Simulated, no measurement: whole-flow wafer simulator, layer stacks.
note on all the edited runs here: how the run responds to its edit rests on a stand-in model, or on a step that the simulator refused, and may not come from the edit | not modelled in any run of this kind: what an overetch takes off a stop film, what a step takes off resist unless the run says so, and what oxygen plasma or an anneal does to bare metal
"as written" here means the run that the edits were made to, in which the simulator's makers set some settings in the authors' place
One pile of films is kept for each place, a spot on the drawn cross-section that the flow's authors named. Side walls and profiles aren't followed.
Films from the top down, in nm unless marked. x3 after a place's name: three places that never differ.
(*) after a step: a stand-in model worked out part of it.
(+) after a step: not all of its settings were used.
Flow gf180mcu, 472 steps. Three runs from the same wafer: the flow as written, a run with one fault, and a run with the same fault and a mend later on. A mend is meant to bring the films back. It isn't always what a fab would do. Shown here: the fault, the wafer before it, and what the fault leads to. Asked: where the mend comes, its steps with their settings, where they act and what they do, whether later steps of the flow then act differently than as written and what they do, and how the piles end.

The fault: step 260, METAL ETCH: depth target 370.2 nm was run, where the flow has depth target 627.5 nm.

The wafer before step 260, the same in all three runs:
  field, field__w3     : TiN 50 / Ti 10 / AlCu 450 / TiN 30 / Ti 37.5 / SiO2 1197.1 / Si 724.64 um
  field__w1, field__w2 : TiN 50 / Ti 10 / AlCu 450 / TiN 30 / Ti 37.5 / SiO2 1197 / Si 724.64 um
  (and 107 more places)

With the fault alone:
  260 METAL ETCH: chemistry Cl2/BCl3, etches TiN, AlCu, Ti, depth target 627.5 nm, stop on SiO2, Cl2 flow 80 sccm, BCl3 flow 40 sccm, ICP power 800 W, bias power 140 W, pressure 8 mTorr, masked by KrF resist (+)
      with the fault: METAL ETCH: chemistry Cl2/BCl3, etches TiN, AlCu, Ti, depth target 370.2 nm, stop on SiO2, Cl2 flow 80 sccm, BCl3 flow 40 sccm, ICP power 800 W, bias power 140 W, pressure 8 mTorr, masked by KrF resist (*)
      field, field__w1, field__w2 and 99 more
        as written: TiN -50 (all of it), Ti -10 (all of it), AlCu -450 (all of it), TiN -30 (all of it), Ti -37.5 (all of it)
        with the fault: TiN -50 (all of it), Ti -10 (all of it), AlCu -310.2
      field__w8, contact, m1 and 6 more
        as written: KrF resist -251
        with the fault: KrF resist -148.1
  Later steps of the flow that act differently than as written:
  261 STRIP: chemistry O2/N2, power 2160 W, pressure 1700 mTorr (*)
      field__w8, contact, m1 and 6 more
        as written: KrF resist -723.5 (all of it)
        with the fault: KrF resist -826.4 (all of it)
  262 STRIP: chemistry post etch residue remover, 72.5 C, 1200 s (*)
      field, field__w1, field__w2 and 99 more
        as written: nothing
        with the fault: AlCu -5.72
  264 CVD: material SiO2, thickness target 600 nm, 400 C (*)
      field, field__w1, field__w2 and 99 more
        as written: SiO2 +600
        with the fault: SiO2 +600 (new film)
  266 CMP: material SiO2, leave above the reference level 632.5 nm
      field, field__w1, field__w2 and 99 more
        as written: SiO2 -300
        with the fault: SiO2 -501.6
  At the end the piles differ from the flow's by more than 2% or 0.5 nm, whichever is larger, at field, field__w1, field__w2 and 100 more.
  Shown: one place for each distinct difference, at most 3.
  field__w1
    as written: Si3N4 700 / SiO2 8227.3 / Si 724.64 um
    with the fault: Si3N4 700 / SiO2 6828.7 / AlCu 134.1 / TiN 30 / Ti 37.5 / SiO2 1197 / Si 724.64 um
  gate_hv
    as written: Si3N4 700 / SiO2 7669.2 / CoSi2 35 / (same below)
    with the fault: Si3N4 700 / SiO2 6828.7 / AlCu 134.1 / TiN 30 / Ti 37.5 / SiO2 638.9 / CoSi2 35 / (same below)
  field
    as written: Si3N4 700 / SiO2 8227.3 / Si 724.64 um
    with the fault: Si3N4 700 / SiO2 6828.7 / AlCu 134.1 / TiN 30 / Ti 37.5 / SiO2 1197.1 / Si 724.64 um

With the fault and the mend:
  The mend comes after step 262.
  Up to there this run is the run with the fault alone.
  262a DEHYDRATE: 200 C, 60 s (the flow's step 253 once more)
      changes no film at any place that is followed
  262b HMDS: 120 C, 60 s (the flow's step 254 once more)
      changes no film at any place that is followed
  262c COAT: KrF resist, thickness 1000 nm (*) (the flow's step 255 once more)
      iso_ptap_pw, iso_ntap_nw, iso_nw_fld and 33 more
        KrF resist +1000 (new film)
      field_sub, field_sub__w1, field_sub__w3 and 11 more
        KrF resist +1002.5 (new film)
      field__w5, field__w9, field_sub__w4 and 9 more
        KrF resist +1002.4 (new film)
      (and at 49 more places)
  262d SOFTBAKE: KrF resist (the flow's step 256 once more)
      changes no film at any place that is followed
  262e EXPOSE: photomask Metal1 (the flow's step 257 once more)
      changes no film at any place that is followed
  262f PEB: KrF resist, 135 C, 90 s (the flow's step 258 once more)
      field__w1, field__w2, field__w3 and 57 more
        KrF resist -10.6
      iso_ptap_pw, iso_ntap_nw, iso_nw_fld and 33 more
        KrF resist -10.5
      sd_p, nw_sep_fld
        KrF resist -10.7
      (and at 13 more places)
  262g DEVELOP: thickness 1000 nm, 60 s (the flow's step 259 once more)
      iso_ptap_pw, iso_ntap_nw, iso_nw_fld and 33 more
        KrF resist -989.5 (all of it)
      field_sub__w2, field_sub__w4, gate and 10 more
        KrF resist -991.8 (all of it)
      p_well, sti, spacer and 7 more
        KrF resist -992 (all of it)
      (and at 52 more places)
  262h METAL ETCH: chemistry Cl2/BCl3, etches TiN, AlCu, Ti, depth target 257.3 nm, stop on SiO2, Cl2 flow 80 sccm, BCl3 flow 40 sccm, ICP power 800 W, bias power 140 W, pressure 8 mTorr, masked by KrF resist (+) (the flow's step 260 once more, with other settings)
      field, field__w1, field__w2 and 99 more
        AlCu -134.1 (all of it), TiN -30 (all of it), Ti -37.5 (all of it)
      field__w8, contact, m1 and 6 more
        KrF resist -102.9
  262i STRIP: chemistry O2/N2, power 2160 W, pressure 1700 mTorr (*) (the flow's step 261 once more)
      field__w8
        KrF resist -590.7 (all of it)
      contact
        KrF resist -588.8 (all of it)
      m1
        KrF resist -590.9 (all of it)
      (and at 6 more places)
  262j STRIP: chemistry post etch residue remover, 72.5 C, 1200 s (*) (the flow's step 262 once more)
      field__w8, contact, m1 and 6 more
        TiN -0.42
  No later step of the flow acts differently than as written, at any place that is followed, by more than 2% or 0.5 nm, whichever is larger.
  At the end the piles differ from the flow's only slightly at the places that both follow, by at most 2% or 0.5 nm, whichever is larger.
